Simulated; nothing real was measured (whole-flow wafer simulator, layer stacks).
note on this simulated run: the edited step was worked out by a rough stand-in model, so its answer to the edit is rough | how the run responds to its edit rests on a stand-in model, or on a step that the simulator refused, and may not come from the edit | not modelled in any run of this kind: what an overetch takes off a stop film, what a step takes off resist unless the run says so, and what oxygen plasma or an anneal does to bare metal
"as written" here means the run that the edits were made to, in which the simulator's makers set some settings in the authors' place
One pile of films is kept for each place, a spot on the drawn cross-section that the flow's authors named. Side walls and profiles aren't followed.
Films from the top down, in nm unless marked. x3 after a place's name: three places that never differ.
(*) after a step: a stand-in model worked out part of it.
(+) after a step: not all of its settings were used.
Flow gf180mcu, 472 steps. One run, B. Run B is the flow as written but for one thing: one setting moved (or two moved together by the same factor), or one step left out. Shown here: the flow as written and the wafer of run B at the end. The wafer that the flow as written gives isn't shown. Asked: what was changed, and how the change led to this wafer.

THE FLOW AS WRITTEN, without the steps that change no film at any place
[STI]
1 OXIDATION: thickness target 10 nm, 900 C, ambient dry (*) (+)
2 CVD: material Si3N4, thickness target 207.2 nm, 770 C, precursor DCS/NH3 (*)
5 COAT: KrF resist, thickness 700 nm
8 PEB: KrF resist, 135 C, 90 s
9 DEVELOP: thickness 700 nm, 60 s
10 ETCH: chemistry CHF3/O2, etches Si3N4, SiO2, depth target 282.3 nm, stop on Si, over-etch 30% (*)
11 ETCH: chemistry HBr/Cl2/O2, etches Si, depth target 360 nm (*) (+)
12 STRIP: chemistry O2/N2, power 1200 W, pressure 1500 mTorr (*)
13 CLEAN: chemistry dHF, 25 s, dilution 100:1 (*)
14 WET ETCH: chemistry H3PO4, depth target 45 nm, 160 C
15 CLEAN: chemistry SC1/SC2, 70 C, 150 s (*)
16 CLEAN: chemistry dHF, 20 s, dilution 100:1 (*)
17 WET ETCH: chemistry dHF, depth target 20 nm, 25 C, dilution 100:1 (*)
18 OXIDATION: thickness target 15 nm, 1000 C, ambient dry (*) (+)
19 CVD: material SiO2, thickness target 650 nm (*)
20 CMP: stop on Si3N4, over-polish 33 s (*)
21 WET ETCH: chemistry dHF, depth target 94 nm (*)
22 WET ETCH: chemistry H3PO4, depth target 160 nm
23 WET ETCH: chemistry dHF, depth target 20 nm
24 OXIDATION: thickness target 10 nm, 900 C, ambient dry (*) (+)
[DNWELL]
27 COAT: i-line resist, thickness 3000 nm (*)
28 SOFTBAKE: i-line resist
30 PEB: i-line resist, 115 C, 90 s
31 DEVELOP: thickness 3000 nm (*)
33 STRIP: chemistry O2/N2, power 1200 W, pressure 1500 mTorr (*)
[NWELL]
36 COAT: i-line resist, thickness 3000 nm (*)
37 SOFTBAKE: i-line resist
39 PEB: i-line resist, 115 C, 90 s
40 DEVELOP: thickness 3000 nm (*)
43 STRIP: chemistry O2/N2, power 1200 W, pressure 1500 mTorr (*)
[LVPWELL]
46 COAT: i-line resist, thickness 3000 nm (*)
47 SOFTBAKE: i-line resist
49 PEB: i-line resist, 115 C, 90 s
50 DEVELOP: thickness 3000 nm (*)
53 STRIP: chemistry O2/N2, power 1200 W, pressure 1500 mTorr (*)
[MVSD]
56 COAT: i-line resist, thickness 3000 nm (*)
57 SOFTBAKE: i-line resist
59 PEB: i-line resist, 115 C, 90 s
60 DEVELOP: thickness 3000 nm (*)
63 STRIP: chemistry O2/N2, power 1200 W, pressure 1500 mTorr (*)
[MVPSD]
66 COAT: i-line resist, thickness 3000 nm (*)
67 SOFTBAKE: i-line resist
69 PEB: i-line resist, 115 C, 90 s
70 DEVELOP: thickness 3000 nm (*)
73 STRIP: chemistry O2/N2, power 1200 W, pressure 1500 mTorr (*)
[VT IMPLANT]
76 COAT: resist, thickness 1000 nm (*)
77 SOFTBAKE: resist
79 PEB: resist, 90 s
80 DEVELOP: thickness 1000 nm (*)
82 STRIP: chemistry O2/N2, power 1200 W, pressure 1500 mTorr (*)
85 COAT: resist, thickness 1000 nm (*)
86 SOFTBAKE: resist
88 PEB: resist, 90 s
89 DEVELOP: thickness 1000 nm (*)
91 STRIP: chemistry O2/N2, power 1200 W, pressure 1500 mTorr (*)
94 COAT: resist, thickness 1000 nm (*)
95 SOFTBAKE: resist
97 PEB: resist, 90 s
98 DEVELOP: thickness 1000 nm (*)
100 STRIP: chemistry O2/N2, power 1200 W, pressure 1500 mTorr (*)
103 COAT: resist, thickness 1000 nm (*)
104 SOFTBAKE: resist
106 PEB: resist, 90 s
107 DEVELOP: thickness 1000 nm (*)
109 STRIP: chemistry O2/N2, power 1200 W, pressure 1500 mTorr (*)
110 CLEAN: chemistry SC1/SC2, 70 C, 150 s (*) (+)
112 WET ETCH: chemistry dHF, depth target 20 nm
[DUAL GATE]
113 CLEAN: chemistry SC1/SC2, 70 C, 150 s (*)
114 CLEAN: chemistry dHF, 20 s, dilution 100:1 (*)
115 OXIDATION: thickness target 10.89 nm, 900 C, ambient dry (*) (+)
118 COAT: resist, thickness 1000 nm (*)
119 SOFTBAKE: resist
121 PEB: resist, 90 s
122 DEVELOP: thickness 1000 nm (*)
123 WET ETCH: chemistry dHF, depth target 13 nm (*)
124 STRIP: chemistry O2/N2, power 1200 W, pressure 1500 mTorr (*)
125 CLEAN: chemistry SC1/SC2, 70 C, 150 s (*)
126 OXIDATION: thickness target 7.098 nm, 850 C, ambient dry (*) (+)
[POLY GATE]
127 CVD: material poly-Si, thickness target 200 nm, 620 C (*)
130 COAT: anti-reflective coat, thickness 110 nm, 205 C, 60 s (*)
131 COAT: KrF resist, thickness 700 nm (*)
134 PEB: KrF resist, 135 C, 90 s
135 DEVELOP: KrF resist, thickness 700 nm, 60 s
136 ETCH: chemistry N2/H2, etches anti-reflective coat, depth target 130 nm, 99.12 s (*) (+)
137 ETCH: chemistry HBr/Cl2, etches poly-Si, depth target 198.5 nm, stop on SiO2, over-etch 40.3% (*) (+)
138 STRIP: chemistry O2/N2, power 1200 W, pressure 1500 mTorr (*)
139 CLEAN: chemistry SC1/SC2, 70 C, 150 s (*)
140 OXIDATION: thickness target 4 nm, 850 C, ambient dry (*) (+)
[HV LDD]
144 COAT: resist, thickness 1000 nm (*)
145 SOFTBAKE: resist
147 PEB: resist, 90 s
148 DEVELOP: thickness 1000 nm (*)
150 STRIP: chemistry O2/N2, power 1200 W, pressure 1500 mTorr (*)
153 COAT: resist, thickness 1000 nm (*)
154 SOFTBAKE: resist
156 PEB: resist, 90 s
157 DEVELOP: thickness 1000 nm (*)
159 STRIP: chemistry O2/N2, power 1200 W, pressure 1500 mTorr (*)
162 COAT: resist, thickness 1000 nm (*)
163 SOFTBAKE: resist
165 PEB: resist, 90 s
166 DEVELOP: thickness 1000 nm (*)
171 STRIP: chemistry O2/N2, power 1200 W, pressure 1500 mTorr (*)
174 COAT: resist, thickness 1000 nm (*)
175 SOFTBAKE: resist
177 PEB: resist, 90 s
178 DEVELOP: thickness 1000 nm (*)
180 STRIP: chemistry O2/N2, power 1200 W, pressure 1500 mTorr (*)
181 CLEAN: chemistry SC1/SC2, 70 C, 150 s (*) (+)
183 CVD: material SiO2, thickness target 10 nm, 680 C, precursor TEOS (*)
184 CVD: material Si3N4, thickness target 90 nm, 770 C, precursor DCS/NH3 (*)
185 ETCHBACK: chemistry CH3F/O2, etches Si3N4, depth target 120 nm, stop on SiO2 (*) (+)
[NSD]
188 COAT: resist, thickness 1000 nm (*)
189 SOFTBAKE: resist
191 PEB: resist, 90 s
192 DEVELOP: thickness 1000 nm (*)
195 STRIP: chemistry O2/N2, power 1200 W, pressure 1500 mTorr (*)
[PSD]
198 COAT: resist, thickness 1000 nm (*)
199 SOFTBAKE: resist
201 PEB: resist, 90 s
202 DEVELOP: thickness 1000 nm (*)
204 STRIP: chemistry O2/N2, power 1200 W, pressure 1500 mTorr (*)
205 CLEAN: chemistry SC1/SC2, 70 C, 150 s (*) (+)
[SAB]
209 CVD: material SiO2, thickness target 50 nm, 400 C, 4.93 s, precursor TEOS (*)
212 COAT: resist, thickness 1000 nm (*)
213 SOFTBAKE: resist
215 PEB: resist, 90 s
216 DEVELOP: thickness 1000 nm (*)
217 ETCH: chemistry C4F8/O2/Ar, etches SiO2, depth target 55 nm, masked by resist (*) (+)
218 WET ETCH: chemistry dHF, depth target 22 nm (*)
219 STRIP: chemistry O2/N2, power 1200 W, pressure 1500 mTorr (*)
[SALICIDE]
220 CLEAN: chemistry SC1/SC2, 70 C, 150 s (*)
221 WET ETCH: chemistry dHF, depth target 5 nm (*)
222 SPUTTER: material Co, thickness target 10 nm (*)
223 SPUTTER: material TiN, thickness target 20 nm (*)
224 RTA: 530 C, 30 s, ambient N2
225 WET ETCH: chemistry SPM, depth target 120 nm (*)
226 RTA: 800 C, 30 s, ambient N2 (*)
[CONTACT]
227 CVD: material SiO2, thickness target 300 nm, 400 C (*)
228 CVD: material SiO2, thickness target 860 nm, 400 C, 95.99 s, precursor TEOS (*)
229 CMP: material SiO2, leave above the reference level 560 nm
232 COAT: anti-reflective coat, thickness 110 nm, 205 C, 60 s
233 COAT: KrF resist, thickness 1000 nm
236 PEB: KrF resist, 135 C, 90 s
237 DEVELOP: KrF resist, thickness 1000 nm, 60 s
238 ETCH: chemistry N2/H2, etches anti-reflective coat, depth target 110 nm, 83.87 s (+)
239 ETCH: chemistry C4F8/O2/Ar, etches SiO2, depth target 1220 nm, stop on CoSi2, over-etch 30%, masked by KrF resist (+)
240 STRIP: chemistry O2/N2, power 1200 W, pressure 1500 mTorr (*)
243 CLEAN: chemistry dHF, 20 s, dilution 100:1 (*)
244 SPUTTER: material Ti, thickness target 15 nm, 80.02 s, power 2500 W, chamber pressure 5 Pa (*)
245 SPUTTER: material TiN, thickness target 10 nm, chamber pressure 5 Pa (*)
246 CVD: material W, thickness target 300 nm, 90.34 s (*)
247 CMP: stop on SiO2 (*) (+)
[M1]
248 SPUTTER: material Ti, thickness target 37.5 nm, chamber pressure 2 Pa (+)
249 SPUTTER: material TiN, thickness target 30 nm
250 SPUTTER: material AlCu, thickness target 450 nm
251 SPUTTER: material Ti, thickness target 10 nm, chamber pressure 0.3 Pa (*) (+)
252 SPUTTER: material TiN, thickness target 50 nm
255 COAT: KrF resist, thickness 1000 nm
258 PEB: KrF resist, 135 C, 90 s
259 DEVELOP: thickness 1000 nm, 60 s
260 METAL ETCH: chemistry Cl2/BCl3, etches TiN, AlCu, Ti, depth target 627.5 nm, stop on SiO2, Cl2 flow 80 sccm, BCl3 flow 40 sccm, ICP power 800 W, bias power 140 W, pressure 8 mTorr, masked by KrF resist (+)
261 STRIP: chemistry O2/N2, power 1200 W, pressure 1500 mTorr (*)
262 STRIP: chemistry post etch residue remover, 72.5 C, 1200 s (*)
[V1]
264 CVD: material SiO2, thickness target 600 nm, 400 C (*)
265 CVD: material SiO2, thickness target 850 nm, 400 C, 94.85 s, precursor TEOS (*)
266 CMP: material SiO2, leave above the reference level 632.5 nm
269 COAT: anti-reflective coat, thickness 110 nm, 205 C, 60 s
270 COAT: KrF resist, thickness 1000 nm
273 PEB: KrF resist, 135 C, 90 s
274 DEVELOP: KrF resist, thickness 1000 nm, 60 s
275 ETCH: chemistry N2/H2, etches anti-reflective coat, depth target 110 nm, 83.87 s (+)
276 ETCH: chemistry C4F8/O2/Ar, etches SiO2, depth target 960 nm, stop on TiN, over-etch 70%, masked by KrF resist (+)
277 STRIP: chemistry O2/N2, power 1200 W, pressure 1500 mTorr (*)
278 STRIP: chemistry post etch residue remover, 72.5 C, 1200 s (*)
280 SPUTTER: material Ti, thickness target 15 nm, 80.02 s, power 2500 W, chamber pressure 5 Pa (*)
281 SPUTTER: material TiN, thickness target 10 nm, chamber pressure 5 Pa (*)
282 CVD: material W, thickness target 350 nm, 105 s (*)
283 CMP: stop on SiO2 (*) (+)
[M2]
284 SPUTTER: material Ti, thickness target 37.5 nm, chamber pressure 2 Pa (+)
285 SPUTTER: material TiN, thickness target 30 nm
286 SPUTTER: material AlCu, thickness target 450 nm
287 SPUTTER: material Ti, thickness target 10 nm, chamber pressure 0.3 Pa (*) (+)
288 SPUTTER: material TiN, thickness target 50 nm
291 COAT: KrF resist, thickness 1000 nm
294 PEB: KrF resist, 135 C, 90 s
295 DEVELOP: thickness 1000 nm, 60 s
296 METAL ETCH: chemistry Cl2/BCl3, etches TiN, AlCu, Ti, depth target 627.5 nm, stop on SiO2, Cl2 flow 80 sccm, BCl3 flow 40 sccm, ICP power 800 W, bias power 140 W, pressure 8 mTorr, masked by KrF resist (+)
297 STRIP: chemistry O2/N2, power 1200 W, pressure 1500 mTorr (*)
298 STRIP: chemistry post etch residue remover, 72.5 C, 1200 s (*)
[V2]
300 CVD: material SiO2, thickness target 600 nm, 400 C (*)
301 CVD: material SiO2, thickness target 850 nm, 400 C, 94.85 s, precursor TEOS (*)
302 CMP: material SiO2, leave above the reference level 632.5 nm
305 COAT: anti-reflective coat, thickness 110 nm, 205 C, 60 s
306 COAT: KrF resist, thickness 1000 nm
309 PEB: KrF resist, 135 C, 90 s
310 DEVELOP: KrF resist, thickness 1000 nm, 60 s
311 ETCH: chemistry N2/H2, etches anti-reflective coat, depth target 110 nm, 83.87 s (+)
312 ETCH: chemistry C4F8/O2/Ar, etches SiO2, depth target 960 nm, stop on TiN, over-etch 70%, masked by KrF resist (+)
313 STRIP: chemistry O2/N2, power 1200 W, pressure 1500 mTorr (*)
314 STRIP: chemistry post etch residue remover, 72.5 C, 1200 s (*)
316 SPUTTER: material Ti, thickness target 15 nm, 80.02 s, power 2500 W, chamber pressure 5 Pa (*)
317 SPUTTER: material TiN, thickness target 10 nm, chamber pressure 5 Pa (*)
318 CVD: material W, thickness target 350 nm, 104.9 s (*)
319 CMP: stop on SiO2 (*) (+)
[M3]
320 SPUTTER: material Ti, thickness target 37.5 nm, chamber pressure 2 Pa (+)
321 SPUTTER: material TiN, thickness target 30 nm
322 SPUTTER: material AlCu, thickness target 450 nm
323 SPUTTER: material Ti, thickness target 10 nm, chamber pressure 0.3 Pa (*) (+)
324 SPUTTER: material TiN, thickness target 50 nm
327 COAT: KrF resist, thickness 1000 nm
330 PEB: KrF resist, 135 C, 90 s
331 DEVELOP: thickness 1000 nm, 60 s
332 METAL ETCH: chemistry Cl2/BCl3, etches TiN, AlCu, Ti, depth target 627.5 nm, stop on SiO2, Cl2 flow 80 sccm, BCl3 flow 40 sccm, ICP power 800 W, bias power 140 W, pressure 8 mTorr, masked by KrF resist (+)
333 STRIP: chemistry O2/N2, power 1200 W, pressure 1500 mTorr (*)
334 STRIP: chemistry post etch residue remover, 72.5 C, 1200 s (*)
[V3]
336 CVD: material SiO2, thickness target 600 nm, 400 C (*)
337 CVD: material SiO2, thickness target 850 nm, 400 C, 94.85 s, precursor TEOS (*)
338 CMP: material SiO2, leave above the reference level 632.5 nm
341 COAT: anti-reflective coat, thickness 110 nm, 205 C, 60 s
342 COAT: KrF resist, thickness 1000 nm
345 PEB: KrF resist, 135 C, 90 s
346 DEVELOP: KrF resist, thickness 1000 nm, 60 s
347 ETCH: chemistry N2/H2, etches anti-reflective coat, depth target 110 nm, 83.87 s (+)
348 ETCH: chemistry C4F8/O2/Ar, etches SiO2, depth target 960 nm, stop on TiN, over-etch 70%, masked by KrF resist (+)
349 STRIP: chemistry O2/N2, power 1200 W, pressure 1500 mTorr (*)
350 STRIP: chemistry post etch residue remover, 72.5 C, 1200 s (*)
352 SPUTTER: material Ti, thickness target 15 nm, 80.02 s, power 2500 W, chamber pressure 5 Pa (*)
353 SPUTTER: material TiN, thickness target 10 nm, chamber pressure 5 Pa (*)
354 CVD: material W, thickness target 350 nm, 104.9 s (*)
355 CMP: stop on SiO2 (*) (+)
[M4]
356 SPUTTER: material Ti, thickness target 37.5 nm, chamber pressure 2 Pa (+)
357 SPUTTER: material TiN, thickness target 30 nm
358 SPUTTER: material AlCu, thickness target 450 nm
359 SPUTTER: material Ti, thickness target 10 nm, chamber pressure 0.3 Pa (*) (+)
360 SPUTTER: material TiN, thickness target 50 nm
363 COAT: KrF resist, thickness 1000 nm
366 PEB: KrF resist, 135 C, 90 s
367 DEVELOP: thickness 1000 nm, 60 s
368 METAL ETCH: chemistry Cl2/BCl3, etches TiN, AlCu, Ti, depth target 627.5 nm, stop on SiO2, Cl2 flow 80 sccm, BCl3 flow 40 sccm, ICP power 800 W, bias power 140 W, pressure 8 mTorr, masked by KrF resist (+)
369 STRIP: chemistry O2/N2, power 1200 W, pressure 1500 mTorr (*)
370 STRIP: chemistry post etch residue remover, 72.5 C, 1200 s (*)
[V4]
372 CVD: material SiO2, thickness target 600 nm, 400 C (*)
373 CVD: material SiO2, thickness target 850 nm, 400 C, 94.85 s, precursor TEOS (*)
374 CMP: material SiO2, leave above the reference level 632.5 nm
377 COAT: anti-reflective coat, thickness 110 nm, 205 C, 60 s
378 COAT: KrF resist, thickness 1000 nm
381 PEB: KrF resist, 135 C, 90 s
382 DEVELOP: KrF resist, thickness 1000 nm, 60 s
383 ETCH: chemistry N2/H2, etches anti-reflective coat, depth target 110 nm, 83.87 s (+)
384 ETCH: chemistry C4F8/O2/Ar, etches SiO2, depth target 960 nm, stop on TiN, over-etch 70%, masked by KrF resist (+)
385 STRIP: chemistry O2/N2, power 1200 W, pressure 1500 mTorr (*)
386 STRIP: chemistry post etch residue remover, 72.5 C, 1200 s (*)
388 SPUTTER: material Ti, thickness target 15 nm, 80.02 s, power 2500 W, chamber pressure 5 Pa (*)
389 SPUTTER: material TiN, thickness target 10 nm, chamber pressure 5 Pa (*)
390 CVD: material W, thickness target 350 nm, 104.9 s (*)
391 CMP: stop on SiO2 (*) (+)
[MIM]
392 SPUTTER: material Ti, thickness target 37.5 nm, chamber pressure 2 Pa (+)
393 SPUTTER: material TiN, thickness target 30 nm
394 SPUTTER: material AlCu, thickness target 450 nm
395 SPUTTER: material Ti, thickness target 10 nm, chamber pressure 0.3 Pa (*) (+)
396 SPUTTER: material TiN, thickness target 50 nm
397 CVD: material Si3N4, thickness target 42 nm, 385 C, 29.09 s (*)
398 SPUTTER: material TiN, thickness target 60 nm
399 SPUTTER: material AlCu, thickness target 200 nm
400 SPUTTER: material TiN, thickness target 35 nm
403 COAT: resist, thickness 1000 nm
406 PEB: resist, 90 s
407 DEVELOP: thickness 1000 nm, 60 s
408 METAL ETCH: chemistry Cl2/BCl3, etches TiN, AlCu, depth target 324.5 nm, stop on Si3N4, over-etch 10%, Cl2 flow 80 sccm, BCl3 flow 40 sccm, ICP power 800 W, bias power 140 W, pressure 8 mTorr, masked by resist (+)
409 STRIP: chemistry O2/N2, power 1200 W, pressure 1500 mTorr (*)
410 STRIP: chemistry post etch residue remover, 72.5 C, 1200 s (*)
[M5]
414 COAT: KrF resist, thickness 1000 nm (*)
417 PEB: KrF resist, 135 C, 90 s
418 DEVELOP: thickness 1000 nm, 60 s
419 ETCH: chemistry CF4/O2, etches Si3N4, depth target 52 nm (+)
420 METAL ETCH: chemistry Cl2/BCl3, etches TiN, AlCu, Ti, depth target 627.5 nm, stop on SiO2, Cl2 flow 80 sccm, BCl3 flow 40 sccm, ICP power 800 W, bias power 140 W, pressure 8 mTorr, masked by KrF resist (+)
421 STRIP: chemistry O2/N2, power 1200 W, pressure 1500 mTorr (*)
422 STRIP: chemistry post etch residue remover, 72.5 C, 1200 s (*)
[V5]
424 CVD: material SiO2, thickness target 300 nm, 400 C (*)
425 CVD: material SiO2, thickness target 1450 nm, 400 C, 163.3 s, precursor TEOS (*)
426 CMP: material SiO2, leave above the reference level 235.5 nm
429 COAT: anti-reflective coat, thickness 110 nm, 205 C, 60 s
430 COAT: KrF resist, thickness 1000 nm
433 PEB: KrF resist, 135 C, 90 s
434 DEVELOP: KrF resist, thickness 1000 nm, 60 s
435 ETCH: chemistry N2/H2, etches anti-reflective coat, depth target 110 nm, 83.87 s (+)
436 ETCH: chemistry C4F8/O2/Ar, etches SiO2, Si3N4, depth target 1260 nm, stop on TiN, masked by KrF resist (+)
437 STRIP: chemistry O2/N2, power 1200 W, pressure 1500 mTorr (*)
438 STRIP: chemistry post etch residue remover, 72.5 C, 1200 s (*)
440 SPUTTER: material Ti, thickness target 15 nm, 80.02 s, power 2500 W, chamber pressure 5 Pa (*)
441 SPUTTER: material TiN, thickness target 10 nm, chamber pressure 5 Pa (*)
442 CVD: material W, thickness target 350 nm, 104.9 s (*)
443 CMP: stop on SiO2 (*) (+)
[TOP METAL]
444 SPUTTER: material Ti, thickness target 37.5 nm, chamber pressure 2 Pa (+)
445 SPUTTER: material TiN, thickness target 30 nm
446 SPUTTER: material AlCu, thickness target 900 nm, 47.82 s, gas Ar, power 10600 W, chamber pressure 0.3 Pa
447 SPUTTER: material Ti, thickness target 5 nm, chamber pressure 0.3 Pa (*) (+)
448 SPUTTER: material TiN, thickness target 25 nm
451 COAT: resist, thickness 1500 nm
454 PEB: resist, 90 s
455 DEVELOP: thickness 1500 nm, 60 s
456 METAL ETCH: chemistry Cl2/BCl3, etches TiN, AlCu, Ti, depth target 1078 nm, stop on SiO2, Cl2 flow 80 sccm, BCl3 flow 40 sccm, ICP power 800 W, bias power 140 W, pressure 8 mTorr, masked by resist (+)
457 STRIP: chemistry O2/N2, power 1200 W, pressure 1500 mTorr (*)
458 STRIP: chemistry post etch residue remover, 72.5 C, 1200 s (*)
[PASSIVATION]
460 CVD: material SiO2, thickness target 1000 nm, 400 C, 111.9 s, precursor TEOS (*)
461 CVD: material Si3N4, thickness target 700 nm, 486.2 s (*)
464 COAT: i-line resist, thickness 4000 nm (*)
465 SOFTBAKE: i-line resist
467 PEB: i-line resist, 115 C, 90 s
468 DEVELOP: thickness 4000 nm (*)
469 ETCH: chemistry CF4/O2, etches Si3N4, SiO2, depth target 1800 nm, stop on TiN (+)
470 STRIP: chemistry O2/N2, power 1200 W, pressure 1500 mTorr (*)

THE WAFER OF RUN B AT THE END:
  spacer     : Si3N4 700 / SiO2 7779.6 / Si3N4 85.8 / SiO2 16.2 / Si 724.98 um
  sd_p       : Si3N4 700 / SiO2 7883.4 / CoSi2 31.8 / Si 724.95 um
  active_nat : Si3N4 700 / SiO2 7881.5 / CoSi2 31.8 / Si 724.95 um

The cause: step 183, CVD: thickness target 9 nm was run, where the flow has thickness target 10 nm.

How the change led to this, step by step:
  183 CVD: material SiO2, thickness target 10 nm, 680 C, precursor TEOS (*)
      field, field__w1, field__w2 and 99 more: SiO2 +9 (as written it would be: SiO2 +10)
      ld_drift_p: SiO2 +8.88 (as written it would be: SiO2 +9.87)
      (and at 1 more place)
  189 SOFTBAKE: resist
      field: nothing (as written it would be: resist +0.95)
      active_hv: resist +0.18 (as written it would be: resist +0.78)
      (and at 1 more place)
  199 SOFTBAKE: resist
      field: nothing (as written it would be: resist +0.95)
      active_hv: resist +0.18 (as written it would be: resist +0.78)
      (and at 1 more place)
  218 WET ETCH: chemistry dHF, depth target 22 nm (*)
      gate, gate_hv, gate_p and 23 more: SiO2 -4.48 (all of it) (as written it would be: SiO2 -5.48 (all of it))
      active, p_well, sd_n, iso_ptap_pw, iso_ntap_nw, iso_ptap_sub, vpnp_e: SiO2 -8.01 (all of it) (as written it would be: SiO2 -9.01 (all of it))
      (and at 16 more places)
  226 RTA: 800 C, 30 s, ambient N2 (*)
      ld_sd_p: CoSi2 +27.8 (new film), CoSi -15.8 (all of it), Si -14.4 (as written it would be: CoSi2 +28.4 (new film), CoSi -16.2 (all of it), Si -14.7)
